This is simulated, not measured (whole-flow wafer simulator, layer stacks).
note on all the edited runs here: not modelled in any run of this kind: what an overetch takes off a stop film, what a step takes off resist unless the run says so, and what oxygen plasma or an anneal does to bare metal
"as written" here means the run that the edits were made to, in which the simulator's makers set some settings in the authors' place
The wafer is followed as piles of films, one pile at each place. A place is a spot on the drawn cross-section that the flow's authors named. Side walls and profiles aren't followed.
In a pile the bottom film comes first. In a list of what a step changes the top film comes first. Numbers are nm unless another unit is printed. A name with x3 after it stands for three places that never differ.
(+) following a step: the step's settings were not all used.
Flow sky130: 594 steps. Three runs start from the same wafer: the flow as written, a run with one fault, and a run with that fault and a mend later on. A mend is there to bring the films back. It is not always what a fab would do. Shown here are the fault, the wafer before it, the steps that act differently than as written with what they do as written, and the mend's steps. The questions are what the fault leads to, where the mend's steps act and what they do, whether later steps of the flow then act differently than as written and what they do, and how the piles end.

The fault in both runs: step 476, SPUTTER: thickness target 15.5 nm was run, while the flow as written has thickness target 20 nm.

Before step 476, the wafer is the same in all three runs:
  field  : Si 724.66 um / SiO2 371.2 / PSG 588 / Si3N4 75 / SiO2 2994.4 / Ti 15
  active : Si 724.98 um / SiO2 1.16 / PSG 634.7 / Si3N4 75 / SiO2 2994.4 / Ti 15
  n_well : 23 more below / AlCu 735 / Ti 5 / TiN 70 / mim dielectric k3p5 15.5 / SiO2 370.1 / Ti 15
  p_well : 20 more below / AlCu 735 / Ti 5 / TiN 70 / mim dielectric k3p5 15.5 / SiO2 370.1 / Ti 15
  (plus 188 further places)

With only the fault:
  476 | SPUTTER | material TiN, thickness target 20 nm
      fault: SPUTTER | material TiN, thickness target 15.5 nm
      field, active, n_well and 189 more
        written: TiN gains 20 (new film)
        fault: TiN gains 15.5 (new film)
  Steps later in the flow that act otherwise than as written (5 other steps are not shown; they differ only slightly, by no more than 2% or 0.5 nm, whichever is larger):
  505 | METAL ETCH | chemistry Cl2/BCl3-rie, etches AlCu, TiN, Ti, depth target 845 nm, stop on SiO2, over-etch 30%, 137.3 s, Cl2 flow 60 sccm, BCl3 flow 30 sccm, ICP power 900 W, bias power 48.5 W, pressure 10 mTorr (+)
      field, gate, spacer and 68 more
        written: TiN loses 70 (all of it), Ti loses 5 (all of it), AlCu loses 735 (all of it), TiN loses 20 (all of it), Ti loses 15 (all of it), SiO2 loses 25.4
        fault: TiN loses 70 (all of it), Ti loses 5 (all of it), AlCu loses 735 (all of it), TiN loses 15.5 (all of it), Ti loses 15 (all of it), SiO2 loses 25.8
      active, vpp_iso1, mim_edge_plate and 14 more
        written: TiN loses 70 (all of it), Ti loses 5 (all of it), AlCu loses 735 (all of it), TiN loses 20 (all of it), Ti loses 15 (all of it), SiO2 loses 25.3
        fault: TiN loses 70 (all of it), Ti loses 5 (all of it), AlCu loses 735 (all of it), TiN loses 15.5 (all of it), Ti loses 15 (all of it), SiO2 loses 25.8
  The piles end different from the flow's at n_well, p_well, gate_hv and 102 more by more than 2% or 0.5 nm, whichever is larger.
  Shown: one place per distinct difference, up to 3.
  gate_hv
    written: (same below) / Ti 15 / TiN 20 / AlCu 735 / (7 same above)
    fault: (same below) / Ti 15 / TiN 15.5 / AlCu 735 / (7 same above)
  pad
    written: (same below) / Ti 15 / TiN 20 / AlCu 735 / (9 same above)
    fault: (same below) / Ti 15 / TiN 15.5 / AlCu 735 / (9 same above)
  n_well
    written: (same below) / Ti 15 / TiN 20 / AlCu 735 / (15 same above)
    fault: (same below) / Ti 15 / TiN 15.5 / AlCu 735 / (15 same above)

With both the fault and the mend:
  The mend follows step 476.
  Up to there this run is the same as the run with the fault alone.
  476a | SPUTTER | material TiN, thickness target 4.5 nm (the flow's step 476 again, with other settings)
      field, active, n_well and 189 more
        TiN gains 4.5
  Every later step of the flow that is run acts as written at every place that is followed.
  The piles end the same as the flow's at every place that both follow.
